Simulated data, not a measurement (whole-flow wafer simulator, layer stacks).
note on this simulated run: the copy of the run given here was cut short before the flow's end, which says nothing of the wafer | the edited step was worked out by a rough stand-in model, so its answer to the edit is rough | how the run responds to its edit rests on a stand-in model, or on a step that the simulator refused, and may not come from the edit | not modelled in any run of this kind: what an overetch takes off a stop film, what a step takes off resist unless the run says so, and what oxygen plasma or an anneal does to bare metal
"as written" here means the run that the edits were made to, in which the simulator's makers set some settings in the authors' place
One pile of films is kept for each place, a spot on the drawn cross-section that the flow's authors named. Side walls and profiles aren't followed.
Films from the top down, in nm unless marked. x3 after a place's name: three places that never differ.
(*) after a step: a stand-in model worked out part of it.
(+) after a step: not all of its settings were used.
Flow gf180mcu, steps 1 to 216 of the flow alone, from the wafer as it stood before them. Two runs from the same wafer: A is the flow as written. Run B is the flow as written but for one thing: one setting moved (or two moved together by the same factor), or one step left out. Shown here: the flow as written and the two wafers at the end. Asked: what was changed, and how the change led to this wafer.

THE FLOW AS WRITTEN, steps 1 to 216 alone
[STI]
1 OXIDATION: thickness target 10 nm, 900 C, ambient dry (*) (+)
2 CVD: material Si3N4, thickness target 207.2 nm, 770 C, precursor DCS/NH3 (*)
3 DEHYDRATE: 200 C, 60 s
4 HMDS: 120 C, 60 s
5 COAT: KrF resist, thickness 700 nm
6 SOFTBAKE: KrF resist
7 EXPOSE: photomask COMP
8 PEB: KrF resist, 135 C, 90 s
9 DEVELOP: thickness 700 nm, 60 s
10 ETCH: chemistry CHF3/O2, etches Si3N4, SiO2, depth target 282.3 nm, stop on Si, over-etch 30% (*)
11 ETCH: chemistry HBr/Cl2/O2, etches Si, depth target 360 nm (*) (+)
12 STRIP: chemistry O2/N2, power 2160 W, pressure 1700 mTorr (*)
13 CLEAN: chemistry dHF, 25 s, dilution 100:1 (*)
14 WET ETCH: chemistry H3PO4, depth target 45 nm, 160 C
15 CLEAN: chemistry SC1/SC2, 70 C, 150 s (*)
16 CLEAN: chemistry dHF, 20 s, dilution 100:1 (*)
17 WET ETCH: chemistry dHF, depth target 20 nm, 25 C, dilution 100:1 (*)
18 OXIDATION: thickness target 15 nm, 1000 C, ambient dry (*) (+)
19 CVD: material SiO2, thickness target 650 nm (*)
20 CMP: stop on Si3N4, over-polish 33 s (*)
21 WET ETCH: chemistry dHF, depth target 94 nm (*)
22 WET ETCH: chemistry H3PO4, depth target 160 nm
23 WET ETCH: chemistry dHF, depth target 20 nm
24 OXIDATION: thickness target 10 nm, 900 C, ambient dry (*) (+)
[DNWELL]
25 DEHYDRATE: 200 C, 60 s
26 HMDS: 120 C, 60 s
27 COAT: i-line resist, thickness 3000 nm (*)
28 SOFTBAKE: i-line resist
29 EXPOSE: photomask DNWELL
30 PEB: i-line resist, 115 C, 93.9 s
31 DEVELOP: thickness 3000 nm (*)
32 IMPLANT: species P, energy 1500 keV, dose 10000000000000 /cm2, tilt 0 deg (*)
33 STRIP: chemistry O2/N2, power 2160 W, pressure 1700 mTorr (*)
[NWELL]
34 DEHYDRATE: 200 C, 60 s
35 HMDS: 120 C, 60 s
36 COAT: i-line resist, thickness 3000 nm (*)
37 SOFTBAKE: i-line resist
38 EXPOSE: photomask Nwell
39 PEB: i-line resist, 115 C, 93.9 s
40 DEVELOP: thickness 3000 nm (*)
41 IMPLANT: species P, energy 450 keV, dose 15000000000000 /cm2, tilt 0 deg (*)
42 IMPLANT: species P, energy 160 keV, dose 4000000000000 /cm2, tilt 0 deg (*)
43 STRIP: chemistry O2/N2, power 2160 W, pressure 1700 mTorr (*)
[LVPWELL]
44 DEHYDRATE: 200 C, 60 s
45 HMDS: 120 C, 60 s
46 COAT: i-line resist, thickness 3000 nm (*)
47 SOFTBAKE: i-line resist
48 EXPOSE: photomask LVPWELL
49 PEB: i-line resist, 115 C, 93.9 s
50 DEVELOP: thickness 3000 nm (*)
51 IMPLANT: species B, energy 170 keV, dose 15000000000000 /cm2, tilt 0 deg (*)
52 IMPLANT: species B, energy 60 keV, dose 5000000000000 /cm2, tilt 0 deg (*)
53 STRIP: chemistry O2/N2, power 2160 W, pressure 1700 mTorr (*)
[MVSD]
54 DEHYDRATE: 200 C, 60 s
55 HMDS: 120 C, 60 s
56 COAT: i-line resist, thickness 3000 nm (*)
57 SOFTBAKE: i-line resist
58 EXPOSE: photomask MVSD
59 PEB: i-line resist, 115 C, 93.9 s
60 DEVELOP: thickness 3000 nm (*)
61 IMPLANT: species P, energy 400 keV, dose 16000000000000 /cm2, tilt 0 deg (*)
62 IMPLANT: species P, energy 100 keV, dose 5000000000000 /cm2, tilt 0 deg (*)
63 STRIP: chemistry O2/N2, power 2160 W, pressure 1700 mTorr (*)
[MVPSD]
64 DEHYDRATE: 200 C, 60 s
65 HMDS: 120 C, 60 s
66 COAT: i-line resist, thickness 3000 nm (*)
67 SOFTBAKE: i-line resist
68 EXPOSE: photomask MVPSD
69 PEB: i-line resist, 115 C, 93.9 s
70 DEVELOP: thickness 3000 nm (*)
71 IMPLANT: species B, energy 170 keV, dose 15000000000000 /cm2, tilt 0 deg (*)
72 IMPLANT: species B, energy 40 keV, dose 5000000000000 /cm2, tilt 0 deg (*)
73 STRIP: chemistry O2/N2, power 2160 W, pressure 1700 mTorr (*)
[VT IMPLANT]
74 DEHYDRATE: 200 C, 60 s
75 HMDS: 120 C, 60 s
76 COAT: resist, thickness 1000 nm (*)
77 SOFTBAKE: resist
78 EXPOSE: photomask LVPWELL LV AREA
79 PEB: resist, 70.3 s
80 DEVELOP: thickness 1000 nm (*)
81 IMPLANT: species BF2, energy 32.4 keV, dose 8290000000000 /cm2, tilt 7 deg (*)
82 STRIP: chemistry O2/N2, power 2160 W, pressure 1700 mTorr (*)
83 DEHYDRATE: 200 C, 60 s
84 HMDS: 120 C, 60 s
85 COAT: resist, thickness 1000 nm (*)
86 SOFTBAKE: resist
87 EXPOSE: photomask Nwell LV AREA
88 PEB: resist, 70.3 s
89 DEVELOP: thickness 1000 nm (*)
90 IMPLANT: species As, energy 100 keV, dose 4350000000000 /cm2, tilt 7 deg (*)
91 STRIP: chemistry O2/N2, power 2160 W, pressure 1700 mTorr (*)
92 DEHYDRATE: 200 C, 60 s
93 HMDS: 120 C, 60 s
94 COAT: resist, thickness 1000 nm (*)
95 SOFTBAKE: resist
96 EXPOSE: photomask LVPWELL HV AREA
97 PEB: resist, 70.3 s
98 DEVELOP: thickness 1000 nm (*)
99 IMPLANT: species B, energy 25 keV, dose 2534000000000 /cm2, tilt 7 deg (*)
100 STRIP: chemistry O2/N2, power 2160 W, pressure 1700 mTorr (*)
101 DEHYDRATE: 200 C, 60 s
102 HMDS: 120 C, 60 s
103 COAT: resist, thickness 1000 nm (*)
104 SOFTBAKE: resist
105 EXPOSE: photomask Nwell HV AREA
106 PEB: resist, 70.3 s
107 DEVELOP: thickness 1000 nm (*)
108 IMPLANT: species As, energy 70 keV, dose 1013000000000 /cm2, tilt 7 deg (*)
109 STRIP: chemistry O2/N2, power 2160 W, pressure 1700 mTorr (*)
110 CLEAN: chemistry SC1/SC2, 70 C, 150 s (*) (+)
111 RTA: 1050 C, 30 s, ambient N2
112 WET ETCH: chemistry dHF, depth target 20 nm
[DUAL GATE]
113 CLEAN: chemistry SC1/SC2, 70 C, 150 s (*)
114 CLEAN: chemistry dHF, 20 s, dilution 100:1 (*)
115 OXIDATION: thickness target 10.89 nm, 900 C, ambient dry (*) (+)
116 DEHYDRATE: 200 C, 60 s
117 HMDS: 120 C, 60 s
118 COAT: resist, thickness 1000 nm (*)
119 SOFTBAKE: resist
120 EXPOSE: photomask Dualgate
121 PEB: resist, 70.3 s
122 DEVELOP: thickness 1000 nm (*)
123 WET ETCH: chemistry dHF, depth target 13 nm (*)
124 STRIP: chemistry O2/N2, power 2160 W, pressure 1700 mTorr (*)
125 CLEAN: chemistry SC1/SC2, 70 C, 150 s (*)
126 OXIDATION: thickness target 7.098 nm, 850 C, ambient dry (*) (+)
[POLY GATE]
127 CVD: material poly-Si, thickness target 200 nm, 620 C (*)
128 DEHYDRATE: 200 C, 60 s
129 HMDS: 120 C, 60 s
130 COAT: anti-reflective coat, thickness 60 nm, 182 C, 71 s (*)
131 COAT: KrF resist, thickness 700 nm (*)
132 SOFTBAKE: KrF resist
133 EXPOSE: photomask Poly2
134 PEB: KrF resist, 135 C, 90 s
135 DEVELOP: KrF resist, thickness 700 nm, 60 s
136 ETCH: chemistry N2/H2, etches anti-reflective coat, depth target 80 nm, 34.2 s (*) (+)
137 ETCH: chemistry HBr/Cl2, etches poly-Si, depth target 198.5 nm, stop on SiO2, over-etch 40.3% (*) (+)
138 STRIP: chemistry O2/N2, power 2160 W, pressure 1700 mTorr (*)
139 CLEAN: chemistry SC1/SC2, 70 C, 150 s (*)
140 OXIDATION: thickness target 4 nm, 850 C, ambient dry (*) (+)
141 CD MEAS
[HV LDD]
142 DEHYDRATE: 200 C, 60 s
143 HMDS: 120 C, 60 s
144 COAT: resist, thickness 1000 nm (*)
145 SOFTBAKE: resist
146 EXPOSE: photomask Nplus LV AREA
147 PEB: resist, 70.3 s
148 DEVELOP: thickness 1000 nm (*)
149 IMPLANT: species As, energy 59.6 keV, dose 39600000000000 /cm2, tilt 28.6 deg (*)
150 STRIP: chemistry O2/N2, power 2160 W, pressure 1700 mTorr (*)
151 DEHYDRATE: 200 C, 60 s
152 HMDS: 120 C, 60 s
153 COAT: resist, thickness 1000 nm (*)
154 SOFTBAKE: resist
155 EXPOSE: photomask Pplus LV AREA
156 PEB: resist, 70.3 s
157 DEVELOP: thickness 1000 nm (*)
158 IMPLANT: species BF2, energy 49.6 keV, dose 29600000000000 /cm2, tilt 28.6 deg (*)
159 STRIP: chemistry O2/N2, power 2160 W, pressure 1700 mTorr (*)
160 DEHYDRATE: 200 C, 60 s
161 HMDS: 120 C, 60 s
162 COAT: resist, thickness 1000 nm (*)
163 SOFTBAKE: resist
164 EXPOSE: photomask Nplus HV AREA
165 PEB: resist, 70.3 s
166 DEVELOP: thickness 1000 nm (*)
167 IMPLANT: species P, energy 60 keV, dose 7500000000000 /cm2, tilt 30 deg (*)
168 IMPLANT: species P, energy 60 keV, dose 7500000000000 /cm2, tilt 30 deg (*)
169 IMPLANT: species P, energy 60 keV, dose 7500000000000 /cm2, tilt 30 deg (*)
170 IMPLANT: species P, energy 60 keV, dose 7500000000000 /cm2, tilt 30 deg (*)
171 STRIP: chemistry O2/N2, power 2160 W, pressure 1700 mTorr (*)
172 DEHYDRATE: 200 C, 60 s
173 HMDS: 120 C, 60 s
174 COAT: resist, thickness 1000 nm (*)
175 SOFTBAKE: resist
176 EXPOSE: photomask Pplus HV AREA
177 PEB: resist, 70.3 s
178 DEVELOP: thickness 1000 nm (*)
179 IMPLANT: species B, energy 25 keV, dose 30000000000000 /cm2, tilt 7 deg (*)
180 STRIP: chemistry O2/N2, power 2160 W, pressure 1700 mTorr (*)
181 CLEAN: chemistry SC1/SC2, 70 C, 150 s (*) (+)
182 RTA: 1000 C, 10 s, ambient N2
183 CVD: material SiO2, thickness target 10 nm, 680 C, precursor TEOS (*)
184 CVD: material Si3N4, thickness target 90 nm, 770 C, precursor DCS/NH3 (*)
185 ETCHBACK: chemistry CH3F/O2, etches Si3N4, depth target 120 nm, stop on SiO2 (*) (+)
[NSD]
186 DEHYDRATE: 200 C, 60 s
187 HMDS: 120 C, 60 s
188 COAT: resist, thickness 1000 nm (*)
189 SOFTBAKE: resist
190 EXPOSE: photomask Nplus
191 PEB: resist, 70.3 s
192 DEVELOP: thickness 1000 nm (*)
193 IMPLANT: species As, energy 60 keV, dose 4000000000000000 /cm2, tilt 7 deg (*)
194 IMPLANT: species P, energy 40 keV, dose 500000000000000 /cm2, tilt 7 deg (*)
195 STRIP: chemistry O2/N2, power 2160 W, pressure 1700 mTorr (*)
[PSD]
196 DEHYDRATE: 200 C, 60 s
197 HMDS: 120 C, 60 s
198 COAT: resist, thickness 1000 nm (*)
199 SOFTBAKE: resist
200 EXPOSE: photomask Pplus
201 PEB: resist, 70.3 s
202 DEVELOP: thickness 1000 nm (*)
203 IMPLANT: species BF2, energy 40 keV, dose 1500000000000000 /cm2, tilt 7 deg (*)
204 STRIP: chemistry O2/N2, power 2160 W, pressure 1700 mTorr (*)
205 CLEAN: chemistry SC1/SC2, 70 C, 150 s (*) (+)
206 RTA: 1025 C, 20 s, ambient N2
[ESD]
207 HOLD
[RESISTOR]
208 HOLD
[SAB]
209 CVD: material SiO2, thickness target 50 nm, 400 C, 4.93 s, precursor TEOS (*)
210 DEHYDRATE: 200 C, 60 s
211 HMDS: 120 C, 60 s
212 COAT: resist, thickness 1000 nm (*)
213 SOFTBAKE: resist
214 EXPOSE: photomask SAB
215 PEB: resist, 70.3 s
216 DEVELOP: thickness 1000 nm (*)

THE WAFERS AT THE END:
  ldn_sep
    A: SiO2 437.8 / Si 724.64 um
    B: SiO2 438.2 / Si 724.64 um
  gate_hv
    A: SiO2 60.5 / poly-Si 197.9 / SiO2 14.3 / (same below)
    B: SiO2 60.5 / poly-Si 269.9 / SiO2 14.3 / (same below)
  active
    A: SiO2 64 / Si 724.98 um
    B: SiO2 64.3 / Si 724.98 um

The cause: step 127, CVD: thickness target 272 nm was run, where the flow has thickness target 200 nm.

How the change led to this, step by step:
  127 CVD: material poly-Si, thickness target 200 nm, 620 C (*)
      field, field__w1, field__w2 and 89 more: A poly-Si +200 (new film) | B poly-Si +272 (new film)
  137 ETCH: chemistry HBr/Cl2, etches poly-Si, depth target 198.5 nm, stop on SiO2, over-etch 40.3% (*) (+)
      field__w6, sti, m1 and 11 more: A poly-Si -198.8 (all of it), SiO2 -0.4 | B poly-Si -270.8 (all of it)
      field__w1, field__w2, ld_drift_n, ld_drift_p, nw_enc_fld, ldn_sep, ldn_dft, ldp_dft: A poly-Si -198.6 (all of it), SiO2 -0.4 | B poly-Si -270.6 (all of it)
      (and at 42 more places)
  144 COAT: resist, thickness 1000 nm (*)
      polyc_n, polyc_p: A resist +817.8 (new film) | B resist +757.9 (new film)
      gate: A resist +837.3 (new film) | B resist +777.6 (new film)
      (and at 28 more places)
  145 SOFTBAKE: resist
      field__w1: A resist +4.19 | B resist +6.18
      field__w2: A resist +2.82 | B resist +4.19
      (and at 73 more places)
  147 PEB: resist, 70.3 s
      ldn_ch, ldn_acc, ldp_ch, ldp_acc: A resist -13 | B resist -12
      gate_p, ppoly_u, gate_hv5: A resist -12.8 | B resist -11.7
      (and at 25 more places)
  148 DEVELOP: thickness 1000 nm (*)
      gate: A resist -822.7 (all of it) | B resist -762.8 (all of it)
      npoly_u: A resist -821.5 (all of it) | B resist -763.4 (all of it)
      (and at 3 more places)
  150 STRIP: chemistry O2/N2, power 2160 W, pressure 1700 mTorr (*)
      gate_hv: A resist -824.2 (all of it) | B resist -767.8 (all of it)
      gate_p: A resist -828.7 (all of it) | B resist -770.3 (all of it)
      (and at 24 more places)
  153 COAT: resist, thickness 1000 nm (*)
      polyc_n, polyc_p: A resist +817.8 (new film) | B resist +757.9 (new film)
      gate: A resist +837.3 (new film) | B resist +777.6 (new film)
      (and at 28 more places)
  154 SOFTBAKE: resist
      field__w1: A resist +4.19 | B resist +6.18
      field__w2: A resist +2.82 | B resist +4.19
      (and at 73 more places)
  156 PEB: resist, 70.3 s
      ldn_ch, ldn_acc, ldp_ch, ldp_acc: A resist -13 | B resist -12
      gate_p, ppoly_u, gate_hv5: A resist -12.8 | B resist -11.7
      (and at 25 more places)
  157 DEVELOP: thickness 1000 nm (*)
      gate_p: A resist -828.7 (all of it) | B resist -770.3 (all of it)
      ppoly_u: A resist -827 (all of it) | B resist -771 (all of it)
      (and at 3 more places)
  159 STRIP: chemistry O2/N2, power 2160 W, pressure 1700 mTorr (*)
      gate: A resist -822.7 (all of it) | B resist -762.8 (all of it)
      gate_hv: A resist -824.2 (all of it) | B resist -767.8 (all of it)
      (and at 24 more places)
  162 COAT: resist, thickness 1000 nm (*)
      polyc_n, polyc_p: A resist +817.8 (new film) | B resist +757.9 (new film)
      gate: A resist +837.3 (new film) | B resist +777.6 (new film)
      (and at 28 more places)
  163 SOFTBAKE: resist
      field__w1: A resist +4.19 | B resist +6.18
      field__w2: A resist +2.82 | B resist +4.19
      (and at 73 more places)
  165 PEB: resist, 70.3 s
      ldn_ch, ldn_acc, ldp_ch, ldp_acc: A resist -13 | B resist -12
      gate_p, ppoly_u, gate_hv5: A resist -12.8 | B resist -11.7
      (and at 25 more places)
  166 DEVELOP: thickness 1000 nm (*)
      gate_hv: A resist -824.2 (all of it) | B resist -767.8 (all of it)
      gate_nat: A resist -854.5 (all of it) | B resist -809 (all of it)
      (and at 8 more places)
  ... 20 more steps ...
  216 DEVELOP: thickness 1000 nm (*)
      field__w3, field__w12: A resist -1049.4 (all of it) | B resist -1071.6 (all of it)
      field__w2: A resist -1035.2 (all of it) | B resist -1057.4 (all of it)
      (and at 39 more places)
